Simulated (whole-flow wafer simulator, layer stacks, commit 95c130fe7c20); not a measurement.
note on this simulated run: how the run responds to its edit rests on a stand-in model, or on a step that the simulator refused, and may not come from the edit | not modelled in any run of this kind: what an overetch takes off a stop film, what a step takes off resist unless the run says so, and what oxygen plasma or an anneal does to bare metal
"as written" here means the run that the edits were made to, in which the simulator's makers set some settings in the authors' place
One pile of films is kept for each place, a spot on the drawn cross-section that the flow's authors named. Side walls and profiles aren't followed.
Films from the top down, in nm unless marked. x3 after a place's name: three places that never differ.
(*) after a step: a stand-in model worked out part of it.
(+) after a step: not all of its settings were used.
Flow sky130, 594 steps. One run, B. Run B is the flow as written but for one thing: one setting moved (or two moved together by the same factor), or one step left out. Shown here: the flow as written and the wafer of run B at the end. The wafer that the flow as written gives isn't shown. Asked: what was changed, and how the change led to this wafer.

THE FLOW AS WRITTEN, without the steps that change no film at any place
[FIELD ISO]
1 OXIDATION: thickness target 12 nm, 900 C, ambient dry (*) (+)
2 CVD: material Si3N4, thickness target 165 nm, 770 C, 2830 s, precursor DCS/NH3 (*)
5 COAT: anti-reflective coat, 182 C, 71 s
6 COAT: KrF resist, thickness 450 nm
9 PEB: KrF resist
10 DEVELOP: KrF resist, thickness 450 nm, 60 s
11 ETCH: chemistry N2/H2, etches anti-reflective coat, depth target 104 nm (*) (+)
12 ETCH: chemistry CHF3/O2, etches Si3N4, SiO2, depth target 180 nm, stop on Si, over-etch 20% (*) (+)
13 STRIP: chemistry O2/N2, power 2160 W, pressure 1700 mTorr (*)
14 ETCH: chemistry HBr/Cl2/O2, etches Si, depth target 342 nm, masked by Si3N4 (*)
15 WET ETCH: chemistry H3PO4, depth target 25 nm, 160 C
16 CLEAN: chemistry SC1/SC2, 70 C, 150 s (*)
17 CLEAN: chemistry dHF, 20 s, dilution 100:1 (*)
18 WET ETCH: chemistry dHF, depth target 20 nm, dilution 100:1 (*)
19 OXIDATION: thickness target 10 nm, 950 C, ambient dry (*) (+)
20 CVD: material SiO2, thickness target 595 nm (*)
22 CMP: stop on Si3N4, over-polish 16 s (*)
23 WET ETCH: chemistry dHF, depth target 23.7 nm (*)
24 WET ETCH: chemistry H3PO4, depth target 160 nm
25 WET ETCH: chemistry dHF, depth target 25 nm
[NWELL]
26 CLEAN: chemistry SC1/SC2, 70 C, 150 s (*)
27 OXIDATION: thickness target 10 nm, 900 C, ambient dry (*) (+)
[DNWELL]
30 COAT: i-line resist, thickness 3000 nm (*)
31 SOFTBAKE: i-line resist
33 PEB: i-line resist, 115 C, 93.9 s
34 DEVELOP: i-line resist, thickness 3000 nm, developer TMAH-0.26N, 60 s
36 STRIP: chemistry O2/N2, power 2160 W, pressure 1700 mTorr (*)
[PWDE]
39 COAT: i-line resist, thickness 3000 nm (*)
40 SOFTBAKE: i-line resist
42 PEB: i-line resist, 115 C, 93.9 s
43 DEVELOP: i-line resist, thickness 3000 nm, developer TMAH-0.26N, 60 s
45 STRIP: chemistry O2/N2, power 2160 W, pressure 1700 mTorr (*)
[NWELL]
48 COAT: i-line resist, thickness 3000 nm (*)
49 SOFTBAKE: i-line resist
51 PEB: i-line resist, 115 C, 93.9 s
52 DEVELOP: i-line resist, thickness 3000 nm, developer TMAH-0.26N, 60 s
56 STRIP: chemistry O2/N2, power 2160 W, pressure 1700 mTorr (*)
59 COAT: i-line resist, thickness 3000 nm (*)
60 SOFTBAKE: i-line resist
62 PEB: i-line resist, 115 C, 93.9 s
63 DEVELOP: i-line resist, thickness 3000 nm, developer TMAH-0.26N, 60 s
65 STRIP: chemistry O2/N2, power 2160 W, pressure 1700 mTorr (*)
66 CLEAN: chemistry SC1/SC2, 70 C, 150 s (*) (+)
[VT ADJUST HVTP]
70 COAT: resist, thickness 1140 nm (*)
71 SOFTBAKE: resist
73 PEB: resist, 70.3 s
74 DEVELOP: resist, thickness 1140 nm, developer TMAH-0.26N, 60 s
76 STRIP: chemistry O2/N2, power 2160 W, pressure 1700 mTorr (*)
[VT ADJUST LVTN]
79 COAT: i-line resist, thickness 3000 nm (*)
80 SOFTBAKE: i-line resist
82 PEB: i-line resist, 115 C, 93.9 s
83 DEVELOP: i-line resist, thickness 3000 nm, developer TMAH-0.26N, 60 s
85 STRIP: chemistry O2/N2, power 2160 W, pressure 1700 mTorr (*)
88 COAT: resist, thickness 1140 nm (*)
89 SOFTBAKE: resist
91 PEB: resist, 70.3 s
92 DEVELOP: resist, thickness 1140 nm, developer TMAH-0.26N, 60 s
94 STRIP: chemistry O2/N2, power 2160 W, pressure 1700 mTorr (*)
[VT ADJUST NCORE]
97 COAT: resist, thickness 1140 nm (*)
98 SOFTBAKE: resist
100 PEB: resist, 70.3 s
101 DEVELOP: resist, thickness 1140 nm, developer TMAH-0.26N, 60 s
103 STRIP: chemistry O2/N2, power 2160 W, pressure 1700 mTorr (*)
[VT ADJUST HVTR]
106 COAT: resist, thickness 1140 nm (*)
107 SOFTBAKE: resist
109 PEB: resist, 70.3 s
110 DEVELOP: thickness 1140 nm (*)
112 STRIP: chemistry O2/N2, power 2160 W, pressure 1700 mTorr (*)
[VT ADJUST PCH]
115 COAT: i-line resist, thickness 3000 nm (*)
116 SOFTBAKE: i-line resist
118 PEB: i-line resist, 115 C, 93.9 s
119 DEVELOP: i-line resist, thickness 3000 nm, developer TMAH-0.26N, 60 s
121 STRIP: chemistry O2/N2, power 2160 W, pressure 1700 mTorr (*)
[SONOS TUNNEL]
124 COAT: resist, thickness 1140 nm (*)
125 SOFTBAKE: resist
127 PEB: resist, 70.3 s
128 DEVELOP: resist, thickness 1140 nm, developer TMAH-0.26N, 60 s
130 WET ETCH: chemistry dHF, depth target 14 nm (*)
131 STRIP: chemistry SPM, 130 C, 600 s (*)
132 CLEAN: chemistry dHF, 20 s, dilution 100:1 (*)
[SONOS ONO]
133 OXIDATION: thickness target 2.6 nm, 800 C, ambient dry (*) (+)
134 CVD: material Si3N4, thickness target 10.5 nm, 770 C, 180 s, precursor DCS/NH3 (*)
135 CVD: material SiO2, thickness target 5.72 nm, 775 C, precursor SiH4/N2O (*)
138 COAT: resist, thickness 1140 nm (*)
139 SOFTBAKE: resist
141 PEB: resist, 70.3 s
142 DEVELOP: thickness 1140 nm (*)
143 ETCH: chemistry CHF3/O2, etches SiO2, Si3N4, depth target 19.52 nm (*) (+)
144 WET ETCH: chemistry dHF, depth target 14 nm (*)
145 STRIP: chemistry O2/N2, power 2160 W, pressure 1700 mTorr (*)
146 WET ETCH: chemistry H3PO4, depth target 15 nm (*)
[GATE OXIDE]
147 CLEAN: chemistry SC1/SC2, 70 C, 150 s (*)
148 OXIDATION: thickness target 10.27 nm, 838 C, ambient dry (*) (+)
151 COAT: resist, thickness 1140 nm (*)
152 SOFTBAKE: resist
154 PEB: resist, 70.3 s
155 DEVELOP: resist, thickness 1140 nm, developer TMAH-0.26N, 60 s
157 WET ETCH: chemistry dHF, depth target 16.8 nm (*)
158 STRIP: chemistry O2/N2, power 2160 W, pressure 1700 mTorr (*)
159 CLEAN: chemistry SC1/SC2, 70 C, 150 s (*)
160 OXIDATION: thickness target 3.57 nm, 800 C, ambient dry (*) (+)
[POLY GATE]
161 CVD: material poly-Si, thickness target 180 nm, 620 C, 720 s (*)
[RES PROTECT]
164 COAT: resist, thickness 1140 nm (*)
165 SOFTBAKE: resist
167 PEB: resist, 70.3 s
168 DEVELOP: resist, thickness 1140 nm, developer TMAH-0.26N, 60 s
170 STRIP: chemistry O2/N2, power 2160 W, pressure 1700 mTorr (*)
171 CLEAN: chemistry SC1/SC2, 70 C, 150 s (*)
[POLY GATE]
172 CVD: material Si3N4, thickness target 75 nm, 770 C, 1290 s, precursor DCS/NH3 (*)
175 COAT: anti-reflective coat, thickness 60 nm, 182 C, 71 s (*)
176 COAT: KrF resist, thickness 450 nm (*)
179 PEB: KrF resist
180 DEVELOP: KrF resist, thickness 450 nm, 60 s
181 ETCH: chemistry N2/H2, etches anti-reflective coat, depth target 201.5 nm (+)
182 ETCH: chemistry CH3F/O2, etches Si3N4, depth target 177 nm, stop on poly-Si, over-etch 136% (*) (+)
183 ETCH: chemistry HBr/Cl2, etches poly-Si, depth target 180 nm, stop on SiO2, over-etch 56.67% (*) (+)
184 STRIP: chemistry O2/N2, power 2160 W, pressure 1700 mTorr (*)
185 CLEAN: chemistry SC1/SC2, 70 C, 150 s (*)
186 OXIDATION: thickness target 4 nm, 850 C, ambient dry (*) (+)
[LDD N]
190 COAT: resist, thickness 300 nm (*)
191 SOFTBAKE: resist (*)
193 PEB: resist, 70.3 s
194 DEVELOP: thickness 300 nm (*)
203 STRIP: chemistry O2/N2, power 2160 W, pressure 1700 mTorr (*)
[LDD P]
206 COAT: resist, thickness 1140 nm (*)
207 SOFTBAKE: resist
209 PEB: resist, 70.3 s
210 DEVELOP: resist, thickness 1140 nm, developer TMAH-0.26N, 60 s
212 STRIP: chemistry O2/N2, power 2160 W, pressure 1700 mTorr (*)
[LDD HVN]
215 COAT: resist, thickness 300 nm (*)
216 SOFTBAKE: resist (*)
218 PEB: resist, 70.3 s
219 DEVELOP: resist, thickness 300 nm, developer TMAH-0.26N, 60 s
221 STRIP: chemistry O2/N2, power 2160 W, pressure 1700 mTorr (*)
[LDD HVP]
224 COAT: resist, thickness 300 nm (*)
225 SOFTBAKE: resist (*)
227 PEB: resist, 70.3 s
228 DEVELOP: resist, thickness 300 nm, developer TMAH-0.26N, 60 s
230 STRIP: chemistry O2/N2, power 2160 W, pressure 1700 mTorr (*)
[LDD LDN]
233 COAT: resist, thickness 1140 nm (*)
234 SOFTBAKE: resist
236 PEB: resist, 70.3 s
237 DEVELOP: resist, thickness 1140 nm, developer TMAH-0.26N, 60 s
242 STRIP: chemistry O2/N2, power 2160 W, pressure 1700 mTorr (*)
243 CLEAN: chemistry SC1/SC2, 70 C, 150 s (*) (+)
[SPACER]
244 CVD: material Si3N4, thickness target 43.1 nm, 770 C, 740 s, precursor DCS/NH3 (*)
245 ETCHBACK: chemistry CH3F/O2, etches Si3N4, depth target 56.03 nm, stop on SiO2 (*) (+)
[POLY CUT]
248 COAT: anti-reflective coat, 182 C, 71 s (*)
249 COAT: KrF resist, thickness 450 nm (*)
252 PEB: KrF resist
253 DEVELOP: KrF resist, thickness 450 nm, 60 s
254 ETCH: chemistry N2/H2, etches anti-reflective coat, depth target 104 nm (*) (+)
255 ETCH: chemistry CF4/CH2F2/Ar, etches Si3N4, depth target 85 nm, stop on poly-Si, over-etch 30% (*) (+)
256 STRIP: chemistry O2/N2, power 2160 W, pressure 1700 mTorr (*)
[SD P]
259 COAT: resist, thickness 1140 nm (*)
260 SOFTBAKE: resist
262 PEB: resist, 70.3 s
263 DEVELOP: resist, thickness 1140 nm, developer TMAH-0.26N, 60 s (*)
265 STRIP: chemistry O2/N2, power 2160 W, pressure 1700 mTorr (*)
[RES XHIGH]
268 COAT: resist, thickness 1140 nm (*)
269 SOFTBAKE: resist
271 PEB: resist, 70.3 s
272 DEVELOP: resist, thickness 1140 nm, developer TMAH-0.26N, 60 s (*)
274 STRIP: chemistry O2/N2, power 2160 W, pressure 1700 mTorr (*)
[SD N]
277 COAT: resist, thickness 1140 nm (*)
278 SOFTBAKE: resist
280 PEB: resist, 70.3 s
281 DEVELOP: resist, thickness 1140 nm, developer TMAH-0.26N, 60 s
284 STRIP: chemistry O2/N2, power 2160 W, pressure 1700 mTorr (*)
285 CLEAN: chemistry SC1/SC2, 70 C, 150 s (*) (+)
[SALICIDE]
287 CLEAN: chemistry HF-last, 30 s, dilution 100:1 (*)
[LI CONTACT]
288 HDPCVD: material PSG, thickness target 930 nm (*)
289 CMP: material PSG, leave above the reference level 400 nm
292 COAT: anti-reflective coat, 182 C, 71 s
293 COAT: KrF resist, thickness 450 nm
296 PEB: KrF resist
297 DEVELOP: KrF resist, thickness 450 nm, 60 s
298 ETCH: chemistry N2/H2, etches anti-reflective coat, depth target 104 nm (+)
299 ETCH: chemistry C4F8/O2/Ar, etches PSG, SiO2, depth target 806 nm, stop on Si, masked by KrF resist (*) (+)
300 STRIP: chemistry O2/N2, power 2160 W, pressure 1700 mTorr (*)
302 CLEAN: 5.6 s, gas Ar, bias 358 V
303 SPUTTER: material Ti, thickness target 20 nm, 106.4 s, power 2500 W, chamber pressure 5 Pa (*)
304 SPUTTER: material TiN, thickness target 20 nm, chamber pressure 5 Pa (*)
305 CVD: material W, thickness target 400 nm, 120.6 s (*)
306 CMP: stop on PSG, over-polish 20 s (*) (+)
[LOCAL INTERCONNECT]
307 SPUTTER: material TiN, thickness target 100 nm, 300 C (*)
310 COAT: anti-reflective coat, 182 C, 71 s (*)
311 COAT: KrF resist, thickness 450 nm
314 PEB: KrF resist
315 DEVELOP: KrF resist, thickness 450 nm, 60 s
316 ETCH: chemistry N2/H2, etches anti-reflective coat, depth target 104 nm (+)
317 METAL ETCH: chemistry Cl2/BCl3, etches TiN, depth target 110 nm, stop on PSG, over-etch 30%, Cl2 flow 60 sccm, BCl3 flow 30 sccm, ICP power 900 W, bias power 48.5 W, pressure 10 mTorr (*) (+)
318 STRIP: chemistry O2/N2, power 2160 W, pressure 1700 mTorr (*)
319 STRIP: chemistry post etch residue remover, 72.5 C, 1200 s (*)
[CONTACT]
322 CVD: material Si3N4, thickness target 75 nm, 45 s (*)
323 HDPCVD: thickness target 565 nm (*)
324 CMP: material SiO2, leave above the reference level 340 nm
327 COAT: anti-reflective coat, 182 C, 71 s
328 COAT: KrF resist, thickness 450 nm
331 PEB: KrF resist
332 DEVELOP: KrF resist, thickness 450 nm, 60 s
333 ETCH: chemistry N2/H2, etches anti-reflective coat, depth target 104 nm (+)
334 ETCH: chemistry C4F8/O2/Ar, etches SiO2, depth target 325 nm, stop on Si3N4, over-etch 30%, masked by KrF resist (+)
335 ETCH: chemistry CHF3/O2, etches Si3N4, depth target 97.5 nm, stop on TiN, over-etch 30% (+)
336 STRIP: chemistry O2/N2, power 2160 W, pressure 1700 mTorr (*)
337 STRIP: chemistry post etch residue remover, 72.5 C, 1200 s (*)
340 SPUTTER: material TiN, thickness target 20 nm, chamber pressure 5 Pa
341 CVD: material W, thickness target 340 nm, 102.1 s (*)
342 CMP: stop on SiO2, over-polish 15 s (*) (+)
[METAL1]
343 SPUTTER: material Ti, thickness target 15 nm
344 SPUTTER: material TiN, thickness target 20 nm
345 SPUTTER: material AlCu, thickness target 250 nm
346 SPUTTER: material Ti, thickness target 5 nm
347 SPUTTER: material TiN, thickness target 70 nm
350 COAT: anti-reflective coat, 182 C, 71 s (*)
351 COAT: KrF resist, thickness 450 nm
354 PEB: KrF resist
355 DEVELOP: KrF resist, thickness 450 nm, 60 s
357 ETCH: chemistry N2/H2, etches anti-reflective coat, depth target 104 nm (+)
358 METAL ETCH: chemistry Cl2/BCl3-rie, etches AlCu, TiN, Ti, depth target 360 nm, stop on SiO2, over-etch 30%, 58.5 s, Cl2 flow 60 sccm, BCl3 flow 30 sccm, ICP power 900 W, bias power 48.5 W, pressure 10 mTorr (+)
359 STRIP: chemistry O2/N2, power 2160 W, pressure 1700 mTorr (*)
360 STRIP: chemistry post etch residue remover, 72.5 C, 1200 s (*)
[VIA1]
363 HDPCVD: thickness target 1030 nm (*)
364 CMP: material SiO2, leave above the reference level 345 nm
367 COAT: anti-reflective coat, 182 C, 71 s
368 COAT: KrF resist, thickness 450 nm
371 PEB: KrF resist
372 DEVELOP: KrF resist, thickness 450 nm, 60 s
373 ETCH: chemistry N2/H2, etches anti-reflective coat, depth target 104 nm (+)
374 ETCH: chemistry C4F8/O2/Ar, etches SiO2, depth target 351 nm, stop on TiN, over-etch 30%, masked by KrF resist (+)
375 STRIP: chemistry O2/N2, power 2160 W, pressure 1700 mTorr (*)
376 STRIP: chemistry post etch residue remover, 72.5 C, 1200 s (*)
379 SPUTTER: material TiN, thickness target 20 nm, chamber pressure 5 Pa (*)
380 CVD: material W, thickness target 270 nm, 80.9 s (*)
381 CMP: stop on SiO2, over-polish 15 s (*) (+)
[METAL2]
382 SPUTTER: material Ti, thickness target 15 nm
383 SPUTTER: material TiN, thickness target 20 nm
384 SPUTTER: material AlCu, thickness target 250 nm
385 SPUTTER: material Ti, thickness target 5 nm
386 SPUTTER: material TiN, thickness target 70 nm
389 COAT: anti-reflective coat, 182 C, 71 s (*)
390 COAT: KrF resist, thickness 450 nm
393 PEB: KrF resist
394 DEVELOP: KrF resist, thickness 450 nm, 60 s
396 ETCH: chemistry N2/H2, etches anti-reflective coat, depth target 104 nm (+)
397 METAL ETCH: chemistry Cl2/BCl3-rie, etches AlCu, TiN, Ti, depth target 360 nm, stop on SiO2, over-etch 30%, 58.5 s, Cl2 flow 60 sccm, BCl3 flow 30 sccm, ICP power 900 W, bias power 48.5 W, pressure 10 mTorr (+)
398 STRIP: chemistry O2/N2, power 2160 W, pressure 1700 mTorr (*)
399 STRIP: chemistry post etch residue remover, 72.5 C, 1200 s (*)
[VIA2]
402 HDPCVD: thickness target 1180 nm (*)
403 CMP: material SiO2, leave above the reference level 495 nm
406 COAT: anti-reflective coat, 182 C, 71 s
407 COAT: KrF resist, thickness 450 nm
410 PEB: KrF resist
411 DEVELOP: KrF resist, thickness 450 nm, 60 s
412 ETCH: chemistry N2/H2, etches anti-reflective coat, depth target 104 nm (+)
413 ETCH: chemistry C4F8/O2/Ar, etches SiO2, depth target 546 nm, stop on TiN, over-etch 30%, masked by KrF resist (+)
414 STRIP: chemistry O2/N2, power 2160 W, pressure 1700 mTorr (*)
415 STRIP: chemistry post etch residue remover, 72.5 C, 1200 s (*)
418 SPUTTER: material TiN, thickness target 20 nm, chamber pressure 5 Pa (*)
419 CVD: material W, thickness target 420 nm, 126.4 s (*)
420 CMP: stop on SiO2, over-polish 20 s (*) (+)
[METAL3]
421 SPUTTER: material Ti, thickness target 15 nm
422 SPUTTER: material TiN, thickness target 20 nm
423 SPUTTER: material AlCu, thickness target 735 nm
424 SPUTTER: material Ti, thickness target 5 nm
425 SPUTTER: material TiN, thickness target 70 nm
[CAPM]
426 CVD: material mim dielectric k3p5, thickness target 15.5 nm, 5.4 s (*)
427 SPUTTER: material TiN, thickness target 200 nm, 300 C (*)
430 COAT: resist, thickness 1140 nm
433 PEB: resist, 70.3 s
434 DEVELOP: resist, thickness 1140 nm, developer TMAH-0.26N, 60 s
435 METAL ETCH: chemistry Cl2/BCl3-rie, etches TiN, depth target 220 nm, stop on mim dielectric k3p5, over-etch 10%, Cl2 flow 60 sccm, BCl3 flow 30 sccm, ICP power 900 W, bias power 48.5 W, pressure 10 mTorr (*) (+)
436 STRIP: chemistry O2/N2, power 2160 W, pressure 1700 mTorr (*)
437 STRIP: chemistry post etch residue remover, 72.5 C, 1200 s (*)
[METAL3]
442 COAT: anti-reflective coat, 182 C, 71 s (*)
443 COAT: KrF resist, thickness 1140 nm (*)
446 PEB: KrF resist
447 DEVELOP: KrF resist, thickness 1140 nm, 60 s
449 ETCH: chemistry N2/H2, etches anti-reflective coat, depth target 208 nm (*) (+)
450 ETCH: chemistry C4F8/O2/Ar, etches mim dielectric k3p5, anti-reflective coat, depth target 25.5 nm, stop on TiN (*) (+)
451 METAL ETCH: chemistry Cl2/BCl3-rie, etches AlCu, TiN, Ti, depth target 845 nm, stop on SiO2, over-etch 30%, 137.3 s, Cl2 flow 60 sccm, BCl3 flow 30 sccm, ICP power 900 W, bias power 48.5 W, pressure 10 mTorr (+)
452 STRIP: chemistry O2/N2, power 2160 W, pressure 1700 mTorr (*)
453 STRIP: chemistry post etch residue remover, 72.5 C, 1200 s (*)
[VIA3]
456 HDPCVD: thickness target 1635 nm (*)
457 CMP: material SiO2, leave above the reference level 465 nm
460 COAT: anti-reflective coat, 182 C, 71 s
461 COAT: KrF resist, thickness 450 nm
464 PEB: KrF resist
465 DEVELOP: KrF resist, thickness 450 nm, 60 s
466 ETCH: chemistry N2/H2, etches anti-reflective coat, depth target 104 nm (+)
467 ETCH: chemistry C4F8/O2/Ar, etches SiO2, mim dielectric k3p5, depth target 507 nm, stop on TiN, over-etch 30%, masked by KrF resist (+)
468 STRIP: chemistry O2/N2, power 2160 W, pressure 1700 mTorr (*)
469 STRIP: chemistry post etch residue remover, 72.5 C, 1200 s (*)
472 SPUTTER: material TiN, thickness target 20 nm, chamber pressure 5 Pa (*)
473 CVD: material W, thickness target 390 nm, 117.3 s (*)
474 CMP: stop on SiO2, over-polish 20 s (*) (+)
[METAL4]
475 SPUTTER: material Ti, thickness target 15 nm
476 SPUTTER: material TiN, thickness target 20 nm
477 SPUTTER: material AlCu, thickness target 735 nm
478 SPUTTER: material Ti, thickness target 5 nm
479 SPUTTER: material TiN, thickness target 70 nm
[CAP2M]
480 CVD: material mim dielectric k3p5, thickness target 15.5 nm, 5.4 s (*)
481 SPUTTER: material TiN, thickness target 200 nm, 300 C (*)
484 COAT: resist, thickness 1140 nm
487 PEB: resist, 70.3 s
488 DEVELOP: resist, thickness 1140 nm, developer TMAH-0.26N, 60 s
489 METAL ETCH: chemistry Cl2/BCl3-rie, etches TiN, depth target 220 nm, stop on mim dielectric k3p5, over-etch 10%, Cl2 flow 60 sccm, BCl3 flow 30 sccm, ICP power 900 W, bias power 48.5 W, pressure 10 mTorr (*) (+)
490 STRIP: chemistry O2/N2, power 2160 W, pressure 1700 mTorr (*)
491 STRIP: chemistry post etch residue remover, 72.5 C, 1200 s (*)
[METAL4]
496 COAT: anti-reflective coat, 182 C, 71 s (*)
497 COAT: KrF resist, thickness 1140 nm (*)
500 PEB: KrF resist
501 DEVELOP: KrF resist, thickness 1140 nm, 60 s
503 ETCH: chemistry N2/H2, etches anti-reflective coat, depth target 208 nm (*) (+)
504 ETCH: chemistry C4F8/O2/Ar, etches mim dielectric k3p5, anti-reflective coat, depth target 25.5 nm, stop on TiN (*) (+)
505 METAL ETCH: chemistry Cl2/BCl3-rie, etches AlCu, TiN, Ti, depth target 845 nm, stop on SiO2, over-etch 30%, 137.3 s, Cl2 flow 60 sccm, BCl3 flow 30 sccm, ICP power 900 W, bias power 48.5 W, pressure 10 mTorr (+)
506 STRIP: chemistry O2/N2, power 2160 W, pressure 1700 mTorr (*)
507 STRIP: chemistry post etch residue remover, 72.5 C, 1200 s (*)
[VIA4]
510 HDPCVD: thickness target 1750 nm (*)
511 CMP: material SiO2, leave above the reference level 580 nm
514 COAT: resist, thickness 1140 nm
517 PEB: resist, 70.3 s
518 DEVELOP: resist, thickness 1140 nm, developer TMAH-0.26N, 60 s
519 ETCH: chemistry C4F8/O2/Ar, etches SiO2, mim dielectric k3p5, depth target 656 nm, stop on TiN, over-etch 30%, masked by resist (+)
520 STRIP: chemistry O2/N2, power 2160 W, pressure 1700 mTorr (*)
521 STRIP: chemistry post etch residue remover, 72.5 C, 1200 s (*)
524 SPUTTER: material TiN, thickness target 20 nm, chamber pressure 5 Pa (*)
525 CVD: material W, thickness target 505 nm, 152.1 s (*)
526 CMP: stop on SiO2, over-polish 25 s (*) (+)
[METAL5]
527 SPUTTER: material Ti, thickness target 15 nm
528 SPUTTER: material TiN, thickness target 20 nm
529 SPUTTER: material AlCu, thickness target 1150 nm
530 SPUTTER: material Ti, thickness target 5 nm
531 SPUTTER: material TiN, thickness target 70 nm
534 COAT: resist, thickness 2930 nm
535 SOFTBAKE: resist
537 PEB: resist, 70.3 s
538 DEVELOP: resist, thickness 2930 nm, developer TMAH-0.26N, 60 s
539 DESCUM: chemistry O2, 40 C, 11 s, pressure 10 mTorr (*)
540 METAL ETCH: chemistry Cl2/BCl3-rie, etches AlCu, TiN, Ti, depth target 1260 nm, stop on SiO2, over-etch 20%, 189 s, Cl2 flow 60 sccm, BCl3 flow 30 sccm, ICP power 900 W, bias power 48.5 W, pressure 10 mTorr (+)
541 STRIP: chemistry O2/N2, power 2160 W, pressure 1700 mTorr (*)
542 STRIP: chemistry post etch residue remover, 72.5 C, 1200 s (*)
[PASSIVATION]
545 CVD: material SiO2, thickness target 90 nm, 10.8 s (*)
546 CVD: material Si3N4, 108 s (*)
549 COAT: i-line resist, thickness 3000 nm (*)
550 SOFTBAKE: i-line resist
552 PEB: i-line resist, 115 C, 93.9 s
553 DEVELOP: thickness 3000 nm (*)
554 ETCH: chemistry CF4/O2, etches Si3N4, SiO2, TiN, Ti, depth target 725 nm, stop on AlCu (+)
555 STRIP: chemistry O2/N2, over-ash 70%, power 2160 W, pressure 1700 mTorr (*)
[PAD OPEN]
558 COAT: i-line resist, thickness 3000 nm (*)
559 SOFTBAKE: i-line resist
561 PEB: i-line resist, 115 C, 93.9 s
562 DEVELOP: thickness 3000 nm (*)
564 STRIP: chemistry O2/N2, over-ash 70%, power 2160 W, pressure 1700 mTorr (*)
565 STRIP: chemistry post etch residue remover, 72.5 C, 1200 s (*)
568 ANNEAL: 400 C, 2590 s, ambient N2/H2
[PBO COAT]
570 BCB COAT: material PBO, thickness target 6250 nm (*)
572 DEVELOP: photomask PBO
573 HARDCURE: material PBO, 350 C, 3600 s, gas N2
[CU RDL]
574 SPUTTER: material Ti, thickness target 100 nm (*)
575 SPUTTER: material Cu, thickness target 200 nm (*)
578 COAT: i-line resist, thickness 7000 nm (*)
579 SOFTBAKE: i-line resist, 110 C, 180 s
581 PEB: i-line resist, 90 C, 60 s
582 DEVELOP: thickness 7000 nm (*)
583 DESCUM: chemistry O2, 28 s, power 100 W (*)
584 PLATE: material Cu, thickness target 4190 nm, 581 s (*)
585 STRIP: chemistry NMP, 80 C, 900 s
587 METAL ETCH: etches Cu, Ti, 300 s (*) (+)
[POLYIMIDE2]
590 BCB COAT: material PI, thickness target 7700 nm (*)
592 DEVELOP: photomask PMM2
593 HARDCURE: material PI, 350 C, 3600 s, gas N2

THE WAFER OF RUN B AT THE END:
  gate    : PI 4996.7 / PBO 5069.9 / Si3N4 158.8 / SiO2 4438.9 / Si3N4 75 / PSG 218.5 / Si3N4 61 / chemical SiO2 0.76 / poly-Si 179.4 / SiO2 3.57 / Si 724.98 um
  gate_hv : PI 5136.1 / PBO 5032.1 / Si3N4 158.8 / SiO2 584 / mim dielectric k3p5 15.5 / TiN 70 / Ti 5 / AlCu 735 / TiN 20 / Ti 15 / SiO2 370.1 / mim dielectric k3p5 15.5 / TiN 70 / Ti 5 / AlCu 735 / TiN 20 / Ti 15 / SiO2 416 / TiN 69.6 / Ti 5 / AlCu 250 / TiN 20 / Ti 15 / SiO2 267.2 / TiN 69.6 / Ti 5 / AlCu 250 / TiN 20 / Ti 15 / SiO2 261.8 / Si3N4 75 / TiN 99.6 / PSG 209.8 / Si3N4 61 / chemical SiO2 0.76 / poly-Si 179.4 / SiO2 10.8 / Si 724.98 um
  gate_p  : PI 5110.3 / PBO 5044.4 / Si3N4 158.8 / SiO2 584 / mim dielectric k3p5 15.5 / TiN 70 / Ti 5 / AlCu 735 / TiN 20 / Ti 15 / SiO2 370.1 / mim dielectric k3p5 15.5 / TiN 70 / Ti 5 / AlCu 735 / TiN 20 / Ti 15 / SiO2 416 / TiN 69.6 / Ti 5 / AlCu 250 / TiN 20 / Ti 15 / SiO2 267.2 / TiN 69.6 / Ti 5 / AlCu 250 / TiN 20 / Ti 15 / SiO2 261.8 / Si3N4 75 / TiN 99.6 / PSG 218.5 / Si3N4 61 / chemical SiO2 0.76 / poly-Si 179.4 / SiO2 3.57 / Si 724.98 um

The cause: step 289, CMP: leave above the reference level 228 nm was run, where the flow has leave above the reference level 400 nm.

How the change led to this, step by step:
  289 CMP: material PSG, leave above the reference level 400 nm
      gate, spacer, gate_p and 34 more: PSG -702 (as written it would be: PSG -530)
      mim, vpp_sp, vpp_ln and 30 more: PSG -505.9 (as written it would be: PSG -333.9)
      (and at 122 more places)
  299 ETCH: chemistry C4F8/O2/Ar, etches PSG, SiO2, depth target 806 nm, stop on Si, masked by KrF resist (*) (+)
      field, active, n_well and 184 more: KrF resist -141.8 (as written it would be: KrF resist -161.2)
      contact, ndiff_licon, ndiff_licon_cpp: PSG -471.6 (all of it), SiO2 -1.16 (all of it) (as written it would be: PSG -643.6 (all of it), SiO2 -1.16 (all of it))
      (and at 2 more places)
  300 STRIP: chemistry O2/N2, power 2160 W, pressure 1700 mTorr (*)
      field, active, n_well and 184 more: KrF resist -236 (all of it), anti-reflective coat -80 (all of it) (as written it would be: KrF resist -216.6 (all of it), anti-reflective coat -80 (all of it))
  303 SPUTTER: material Ti, thickness target 20 nm, 106.4 s, power 2500 W, chamber pressure 5 Pa (*)
      ndiff_licon: Ti +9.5 (new film) (as written it would be: Ti +7.24 (new film))
      ndiff_licon_cpp: Ti +8.55 (new film) (as written it would be: Ti +6.53 (new film))
      (and at 1 more place)
  304 SPUTTER: material TiN, thickness target 20 nm, chamber pressure 5 Pa (*)
      ndiff_licon: TiN +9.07 (new film) (as written it would be: TiN +6.83 (new film))
      ndiff_licon_cpp: TiN +8.18 (new film) (as written it would be: TiN +6.17 (new film))
      (and at 1 more place)
  305 CVD: material W, thickness target 400 nm, 120.6 s (*)
      ndiff_licon: W +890 (new film) (as written it would be: W +1066.5 (new film))
      ndiff_licon_cpp: W +891.9 (new film) (as written it would be: W +1067.9 (new film))
      (and at 1 more place)
  306 CMP: stop on PSG, over-polish 20 s (*) (+)
      poly_licon: W -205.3 (as written it would be: W -33.3)
